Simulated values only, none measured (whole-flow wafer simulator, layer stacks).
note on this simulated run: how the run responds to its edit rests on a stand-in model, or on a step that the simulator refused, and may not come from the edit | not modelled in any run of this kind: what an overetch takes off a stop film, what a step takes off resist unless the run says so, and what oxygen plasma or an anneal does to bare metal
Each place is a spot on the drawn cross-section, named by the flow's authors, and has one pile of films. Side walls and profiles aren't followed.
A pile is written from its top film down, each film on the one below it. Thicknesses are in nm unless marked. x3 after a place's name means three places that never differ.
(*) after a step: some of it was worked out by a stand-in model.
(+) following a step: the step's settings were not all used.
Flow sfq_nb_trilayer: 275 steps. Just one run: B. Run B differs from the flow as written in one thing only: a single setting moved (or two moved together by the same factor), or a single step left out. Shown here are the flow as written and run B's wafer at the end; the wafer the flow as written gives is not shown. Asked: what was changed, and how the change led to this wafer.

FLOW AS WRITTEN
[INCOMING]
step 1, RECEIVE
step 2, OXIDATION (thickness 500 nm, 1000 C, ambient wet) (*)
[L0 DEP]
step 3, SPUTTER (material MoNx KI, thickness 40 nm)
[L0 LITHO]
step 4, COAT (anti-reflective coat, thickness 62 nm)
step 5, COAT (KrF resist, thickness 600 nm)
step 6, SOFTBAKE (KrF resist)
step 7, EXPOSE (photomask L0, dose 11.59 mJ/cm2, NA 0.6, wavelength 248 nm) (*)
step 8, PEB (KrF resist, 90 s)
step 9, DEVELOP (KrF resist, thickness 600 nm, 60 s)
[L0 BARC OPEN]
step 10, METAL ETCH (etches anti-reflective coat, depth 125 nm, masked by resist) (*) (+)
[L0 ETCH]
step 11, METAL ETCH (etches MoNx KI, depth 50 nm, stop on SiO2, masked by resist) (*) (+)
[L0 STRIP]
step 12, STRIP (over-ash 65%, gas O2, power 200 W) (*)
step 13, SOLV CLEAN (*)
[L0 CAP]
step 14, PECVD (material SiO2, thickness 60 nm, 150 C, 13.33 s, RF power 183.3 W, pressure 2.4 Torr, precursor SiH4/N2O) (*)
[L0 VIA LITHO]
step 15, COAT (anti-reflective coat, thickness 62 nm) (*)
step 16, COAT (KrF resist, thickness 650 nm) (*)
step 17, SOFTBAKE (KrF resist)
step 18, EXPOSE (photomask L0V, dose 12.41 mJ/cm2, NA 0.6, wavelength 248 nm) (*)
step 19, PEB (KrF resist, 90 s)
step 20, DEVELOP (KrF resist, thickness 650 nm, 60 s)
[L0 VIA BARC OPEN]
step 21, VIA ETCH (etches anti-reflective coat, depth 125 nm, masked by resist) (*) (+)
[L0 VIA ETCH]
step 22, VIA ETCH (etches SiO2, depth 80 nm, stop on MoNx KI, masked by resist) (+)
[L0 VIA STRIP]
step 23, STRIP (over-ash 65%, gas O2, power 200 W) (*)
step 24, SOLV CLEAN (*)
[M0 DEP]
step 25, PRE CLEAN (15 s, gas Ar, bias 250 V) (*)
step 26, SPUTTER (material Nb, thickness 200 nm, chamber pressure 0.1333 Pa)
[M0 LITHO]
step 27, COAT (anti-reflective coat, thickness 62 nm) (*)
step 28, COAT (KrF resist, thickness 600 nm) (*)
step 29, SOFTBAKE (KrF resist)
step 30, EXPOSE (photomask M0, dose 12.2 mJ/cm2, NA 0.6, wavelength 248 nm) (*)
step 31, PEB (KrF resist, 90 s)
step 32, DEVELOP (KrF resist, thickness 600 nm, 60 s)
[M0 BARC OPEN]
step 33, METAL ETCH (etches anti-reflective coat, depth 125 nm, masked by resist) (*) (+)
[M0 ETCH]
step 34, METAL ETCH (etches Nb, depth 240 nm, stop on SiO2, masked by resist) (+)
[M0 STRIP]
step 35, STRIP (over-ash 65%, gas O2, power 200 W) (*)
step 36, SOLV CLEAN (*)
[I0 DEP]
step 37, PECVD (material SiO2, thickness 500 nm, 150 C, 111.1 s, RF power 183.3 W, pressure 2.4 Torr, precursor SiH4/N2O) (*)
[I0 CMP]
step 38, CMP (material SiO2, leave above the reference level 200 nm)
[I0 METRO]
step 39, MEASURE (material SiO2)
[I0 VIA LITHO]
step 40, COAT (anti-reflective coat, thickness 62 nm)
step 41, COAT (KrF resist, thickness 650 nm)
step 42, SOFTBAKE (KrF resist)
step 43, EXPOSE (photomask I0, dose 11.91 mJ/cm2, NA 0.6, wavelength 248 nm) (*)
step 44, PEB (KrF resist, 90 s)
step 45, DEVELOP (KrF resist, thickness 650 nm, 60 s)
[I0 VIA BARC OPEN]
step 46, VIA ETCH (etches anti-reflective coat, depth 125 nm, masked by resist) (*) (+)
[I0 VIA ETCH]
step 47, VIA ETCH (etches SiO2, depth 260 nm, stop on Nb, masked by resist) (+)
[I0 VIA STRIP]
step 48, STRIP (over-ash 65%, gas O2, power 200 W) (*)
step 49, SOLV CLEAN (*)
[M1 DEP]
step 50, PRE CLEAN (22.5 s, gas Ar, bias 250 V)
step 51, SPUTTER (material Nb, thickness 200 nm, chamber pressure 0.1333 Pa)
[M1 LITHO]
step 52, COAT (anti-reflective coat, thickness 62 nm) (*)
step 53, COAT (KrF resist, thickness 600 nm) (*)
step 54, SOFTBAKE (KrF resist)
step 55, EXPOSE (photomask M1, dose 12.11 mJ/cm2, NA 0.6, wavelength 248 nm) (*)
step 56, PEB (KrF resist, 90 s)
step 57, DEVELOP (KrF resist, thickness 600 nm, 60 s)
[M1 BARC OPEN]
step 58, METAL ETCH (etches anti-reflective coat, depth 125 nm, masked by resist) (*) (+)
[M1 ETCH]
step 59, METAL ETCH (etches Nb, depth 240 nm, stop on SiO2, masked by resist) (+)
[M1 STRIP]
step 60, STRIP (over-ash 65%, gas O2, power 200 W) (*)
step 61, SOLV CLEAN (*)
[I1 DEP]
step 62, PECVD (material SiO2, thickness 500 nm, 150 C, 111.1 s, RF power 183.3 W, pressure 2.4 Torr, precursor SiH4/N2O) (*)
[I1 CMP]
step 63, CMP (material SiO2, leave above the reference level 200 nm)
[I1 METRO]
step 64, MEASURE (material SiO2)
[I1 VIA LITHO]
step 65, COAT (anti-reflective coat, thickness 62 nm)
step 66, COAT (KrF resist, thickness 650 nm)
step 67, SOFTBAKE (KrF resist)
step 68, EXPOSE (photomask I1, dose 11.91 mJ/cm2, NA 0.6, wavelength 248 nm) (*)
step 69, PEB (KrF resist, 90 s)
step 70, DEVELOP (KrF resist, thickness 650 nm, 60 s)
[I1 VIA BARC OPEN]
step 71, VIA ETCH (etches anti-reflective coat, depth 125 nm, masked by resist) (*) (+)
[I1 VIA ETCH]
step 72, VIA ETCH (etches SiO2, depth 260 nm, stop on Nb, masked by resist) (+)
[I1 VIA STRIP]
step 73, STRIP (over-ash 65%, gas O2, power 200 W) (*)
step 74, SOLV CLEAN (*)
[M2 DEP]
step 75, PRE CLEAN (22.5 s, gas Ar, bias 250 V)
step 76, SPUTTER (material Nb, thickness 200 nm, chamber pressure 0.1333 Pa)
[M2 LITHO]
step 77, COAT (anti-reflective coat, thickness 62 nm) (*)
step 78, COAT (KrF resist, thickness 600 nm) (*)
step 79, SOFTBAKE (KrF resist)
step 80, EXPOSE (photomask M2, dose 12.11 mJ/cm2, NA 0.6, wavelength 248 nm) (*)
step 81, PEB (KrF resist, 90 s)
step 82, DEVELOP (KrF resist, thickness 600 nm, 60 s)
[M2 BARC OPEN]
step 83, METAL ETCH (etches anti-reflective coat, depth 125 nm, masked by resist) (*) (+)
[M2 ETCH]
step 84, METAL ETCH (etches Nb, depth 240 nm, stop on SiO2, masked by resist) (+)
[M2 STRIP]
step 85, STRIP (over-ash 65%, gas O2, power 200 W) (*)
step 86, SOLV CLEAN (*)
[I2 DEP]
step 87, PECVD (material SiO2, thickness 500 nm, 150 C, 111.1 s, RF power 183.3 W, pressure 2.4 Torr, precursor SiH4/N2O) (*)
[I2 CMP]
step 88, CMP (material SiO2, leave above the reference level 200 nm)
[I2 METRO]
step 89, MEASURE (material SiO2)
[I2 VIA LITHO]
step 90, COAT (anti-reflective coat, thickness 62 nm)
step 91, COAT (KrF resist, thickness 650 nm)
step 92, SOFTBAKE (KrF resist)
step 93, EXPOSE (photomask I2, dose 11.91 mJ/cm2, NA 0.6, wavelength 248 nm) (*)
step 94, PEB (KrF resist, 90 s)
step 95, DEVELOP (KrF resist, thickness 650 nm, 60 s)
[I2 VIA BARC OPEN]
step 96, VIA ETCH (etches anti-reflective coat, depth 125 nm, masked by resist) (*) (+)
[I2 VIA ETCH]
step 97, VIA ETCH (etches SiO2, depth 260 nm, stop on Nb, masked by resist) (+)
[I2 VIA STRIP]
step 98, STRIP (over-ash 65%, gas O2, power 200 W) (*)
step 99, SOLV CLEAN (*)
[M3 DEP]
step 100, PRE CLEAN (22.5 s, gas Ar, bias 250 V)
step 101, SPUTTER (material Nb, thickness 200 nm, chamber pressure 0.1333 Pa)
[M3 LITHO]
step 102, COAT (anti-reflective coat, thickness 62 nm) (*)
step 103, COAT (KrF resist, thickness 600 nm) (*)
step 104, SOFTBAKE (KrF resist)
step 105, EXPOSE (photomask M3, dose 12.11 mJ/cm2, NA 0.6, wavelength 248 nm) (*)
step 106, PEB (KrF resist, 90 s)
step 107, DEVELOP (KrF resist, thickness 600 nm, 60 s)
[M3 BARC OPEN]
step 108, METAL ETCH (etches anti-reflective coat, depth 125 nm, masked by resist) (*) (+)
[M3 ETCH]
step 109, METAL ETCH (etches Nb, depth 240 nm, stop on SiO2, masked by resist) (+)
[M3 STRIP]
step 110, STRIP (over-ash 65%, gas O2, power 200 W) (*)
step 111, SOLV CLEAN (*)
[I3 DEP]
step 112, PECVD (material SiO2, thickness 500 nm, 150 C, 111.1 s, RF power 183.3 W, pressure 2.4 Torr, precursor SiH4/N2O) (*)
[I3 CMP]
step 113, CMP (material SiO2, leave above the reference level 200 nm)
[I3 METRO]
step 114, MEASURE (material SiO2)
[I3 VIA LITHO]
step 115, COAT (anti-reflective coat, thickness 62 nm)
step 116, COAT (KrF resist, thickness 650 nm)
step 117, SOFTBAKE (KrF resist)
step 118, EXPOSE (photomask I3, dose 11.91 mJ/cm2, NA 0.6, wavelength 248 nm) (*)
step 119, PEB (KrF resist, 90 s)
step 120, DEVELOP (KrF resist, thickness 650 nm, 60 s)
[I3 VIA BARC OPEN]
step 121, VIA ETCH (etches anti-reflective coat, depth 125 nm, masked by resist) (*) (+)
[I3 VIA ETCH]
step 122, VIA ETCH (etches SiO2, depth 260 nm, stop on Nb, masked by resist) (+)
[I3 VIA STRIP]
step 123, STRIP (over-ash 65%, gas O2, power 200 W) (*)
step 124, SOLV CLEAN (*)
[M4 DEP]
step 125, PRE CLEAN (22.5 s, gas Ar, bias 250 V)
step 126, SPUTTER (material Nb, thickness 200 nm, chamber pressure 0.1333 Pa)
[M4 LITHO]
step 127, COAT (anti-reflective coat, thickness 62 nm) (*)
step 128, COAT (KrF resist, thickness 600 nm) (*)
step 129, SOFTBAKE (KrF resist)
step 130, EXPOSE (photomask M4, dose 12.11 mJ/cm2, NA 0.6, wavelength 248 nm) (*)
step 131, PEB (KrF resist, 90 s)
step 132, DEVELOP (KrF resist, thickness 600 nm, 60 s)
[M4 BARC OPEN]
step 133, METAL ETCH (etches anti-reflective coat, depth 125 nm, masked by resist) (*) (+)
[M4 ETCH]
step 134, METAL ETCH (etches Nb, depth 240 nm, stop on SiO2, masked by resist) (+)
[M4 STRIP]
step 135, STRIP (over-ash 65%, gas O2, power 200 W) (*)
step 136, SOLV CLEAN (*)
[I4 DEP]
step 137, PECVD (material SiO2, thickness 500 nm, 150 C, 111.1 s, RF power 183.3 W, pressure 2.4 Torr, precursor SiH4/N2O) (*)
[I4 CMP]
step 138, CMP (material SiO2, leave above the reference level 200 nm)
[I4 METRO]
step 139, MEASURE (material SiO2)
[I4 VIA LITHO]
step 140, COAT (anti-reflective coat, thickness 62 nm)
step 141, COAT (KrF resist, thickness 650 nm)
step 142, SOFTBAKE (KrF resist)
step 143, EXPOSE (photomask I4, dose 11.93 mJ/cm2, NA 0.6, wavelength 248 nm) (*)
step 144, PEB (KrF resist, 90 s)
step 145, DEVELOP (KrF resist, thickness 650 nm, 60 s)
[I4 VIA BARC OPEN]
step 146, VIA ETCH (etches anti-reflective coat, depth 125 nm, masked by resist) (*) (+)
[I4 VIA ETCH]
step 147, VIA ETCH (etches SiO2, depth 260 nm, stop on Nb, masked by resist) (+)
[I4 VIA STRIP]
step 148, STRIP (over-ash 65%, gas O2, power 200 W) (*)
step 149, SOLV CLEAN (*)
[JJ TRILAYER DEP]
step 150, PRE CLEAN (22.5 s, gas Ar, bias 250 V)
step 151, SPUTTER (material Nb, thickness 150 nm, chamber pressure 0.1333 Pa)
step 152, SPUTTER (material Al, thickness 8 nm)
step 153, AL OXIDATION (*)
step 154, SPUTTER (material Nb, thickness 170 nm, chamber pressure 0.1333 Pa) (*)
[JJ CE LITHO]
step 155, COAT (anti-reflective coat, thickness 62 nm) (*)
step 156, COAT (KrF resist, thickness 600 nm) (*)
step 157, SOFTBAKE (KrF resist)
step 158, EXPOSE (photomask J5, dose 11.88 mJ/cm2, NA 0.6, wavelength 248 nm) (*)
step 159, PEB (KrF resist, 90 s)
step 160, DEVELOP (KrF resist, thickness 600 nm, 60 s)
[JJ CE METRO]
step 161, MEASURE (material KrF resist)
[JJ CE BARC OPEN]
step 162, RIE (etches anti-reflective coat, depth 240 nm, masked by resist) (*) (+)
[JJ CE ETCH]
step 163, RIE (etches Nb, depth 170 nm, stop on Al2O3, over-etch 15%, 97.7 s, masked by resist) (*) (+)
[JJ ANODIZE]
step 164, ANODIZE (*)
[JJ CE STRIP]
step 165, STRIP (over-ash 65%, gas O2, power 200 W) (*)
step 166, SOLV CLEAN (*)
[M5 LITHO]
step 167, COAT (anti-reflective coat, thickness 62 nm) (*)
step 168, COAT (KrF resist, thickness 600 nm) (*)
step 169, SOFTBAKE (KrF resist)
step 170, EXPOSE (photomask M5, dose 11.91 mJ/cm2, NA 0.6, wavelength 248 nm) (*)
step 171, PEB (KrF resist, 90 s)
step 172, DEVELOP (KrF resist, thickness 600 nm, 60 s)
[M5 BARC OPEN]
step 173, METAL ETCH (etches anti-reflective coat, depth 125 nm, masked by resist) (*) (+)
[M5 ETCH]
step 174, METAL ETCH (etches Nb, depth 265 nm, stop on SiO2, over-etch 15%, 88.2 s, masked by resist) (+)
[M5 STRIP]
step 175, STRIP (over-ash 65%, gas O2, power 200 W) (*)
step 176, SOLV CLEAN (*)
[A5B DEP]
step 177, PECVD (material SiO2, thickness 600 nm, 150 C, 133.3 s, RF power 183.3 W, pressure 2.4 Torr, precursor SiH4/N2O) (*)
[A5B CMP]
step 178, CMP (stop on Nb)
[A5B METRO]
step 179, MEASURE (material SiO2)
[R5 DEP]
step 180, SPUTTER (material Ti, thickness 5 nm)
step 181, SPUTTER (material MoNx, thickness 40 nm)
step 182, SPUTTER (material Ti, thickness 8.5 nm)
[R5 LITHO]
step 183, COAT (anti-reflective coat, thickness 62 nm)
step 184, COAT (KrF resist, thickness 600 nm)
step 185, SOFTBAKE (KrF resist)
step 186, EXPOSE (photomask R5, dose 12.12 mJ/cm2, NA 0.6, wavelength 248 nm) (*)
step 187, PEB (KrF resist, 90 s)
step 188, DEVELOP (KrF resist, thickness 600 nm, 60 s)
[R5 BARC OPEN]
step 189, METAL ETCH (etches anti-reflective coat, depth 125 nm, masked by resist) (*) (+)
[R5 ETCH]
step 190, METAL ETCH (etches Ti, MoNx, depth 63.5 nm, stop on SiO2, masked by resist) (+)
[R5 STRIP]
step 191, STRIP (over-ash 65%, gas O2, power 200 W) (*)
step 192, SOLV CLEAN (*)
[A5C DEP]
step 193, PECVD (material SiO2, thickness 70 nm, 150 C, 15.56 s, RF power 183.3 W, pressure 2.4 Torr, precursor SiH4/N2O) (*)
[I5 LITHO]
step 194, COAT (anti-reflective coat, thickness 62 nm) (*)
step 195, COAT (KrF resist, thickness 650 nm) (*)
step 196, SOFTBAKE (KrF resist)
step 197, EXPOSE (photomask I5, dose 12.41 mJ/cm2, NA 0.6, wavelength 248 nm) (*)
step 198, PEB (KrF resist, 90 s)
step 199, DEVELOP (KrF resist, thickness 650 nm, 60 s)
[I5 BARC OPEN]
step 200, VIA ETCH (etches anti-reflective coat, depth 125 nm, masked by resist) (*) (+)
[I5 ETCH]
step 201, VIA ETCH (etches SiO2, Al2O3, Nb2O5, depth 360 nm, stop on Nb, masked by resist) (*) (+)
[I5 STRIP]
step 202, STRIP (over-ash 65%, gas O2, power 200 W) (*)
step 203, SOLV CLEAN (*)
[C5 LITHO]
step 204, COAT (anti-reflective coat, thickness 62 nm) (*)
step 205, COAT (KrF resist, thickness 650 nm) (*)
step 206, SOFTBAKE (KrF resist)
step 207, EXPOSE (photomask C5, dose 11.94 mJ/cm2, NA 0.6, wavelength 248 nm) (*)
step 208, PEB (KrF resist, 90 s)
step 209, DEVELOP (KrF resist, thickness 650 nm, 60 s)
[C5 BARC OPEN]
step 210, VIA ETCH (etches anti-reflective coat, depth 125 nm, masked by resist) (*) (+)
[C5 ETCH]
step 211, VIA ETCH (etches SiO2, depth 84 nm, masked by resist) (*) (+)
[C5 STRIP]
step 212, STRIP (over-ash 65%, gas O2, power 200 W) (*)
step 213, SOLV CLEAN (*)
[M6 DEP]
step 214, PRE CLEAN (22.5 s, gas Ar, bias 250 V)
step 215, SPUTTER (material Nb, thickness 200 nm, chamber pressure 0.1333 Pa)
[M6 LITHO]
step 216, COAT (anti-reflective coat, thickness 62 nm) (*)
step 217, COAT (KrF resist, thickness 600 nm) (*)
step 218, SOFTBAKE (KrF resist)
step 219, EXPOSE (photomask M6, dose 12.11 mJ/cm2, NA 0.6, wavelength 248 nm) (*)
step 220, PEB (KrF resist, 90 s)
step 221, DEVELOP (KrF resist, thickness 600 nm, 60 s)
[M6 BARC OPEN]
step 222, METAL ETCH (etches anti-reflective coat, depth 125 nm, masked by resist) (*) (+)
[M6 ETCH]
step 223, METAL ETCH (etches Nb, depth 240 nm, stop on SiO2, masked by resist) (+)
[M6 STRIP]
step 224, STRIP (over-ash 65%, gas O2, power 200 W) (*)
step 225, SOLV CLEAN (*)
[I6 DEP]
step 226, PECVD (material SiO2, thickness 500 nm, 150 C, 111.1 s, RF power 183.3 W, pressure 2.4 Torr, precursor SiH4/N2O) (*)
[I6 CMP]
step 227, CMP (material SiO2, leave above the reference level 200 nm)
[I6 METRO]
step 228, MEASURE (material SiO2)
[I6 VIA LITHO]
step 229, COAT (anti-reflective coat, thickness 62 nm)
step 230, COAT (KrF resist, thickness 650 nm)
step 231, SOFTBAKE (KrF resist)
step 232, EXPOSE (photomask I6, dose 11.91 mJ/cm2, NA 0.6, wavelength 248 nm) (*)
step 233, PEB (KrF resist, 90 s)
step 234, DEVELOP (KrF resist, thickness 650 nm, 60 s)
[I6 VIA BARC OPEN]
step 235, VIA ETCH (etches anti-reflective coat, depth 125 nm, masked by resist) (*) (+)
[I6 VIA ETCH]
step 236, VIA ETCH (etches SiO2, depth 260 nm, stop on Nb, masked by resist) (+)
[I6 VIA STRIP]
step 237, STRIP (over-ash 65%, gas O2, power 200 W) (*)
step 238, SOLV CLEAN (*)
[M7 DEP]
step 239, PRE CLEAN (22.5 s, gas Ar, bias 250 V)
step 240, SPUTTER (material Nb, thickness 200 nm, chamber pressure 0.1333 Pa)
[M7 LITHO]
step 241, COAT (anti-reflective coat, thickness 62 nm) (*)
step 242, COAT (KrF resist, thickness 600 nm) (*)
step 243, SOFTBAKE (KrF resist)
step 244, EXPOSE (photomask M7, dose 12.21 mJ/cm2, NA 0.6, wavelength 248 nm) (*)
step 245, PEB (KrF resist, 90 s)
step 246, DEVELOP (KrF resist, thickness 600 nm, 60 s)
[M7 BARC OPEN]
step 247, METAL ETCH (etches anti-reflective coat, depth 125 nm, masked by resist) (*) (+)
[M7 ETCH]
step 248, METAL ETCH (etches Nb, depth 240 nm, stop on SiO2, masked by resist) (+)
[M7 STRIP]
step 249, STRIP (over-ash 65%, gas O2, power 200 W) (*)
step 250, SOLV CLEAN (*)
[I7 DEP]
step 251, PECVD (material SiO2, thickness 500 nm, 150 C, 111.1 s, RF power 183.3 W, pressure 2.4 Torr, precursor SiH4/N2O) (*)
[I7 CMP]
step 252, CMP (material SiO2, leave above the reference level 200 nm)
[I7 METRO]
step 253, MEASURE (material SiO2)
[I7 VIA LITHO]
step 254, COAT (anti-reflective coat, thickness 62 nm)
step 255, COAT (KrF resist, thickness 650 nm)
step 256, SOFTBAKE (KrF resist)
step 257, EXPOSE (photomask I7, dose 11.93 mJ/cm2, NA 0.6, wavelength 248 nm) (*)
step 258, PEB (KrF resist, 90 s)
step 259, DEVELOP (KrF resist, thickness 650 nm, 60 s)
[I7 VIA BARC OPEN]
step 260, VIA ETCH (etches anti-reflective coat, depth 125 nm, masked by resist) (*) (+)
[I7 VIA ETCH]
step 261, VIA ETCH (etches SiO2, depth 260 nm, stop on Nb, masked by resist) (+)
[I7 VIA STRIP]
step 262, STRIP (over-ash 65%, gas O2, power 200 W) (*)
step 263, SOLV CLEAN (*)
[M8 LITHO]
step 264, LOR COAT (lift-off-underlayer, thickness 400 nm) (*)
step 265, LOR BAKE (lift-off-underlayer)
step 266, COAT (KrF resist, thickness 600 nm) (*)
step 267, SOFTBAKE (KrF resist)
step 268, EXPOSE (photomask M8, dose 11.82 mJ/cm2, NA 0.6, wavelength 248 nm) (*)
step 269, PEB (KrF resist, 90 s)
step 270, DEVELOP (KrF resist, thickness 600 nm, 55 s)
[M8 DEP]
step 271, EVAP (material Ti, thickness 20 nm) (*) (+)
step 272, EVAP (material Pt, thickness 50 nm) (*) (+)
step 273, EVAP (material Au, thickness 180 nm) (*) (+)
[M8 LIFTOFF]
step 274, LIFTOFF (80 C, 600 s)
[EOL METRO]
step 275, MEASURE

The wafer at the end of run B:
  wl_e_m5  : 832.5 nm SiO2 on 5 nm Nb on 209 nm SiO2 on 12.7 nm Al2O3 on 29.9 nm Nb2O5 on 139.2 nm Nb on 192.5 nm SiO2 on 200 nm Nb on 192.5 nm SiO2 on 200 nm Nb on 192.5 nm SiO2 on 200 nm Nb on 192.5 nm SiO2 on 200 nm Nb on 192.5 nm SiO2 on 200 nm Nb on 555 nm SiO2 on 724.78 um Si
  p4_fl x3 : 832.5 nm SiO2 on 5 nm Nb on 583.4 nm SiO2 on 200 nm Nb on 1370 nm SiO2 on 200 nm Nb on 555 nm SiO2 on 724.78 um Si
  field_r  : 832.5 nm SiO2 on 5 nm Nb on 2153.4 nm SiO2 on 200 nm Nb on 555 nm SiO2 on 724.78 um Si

What caused this: step 215, SPUTTER: thickness 245 nm was run, though the flow has thickness 200 nm.

Step by step, how the change led to this:
  step 215, SPUTTER (material Nb, thickness 200 nm, chamber pressure 0.1333 Pa)
      field_l, v_sur, via_wl and 100 more: Nb gains 245 (new film) (in the flow as written it would be: Nb gains 200 (new film))
      be: Nb gains 179.9 (in the flow as written it would be: Nb gains 147.3)
      (and at 2 other places as well)
  step 216, COAT (anti-reflective coat, thickness 62 nm) (*)
      be: anti-reflective coat gains 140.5 (new film) (in the flow as written it would be: anti-reflective coat gains 136.7 (new film))
  step 223, METAL ETCH (etches Nb, depth 240 nm, stop on SiO2, masked by resist) (+)
      field_l, gap, moat and 76 more: Nb loses 240 (in the flow as written it would be: Nb loses 200 (all of it))
  step 224, STRIP (over-ash 65%, gas O2, power 200 W) (*)
      be: KrF resist loses 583 (all of it), anti-reflective coat loses 140.5 (all of it) (in the flow as written it would be: KrF resist loses 575.8 (all of it), anti-reflective coat loses 136.7 (all of it))
  step 226, PECVD (material SiO2, thickness 500 nm, 150 C, 111.1 s, RF power 183.3 W, pressure 2.4 Torr, precursor SiH4/N2O) (*)
      field_l, p4_fl x3, p4_w1 x9 and 52 more: SiO2 gains 500 (new film) (in the flow as written it would be: SiO2 gains 500)
      moat, field_r, lsp_l, ln_m5, lsp_m: SiO2 gains 492.3 (new film) (in the flow as written it would be: SiO2 gains 493.6)
      (and at 10 other places as well)
  step 227, CMP (material SiO2, leave above the reference level 200 nm)
      field_l, p4_fl x3, p4_w1 x9 and 49 more: SiO2 loses 60 (in the flow as written it would be: SiO2 loses 100)
      moat, field_r, lsp_l, ln_m5, lsp_m: SiO2 loses 52.3 (in the flow as written it would be: SiO2 loses 93.6)
      (and at 9 other places as well)
Taking metal films that touch as one body, wl_e_m5 has 7 bodies (between them, from the top down: SiO2 209 / Al2O3 12.7 / Nb2O5 29.9; SiO2 192.5; SiO2 192.5; SiO2 192.5; SiO2 192.5; SiO2 192.5); the flow as written gives 6 bodies (between them, from the top down: SiO2 192.5; SiO2 192.5; SiO2 192.5; SiO2 192.5; SiO2 192.5).
Taking metal films that touch as one body, p4_fl x3 has 3 bodies (between them, from the top down: SiO2 583.4; SiO2 1370); the flow as written gives 2 bodies (between them, from the top down: SiO2 1370).
Taking metal films that touch as one body, field_r has 2 bodies (between them, from the top down: SiO2 2153.4); the flow as written gives 1 body.
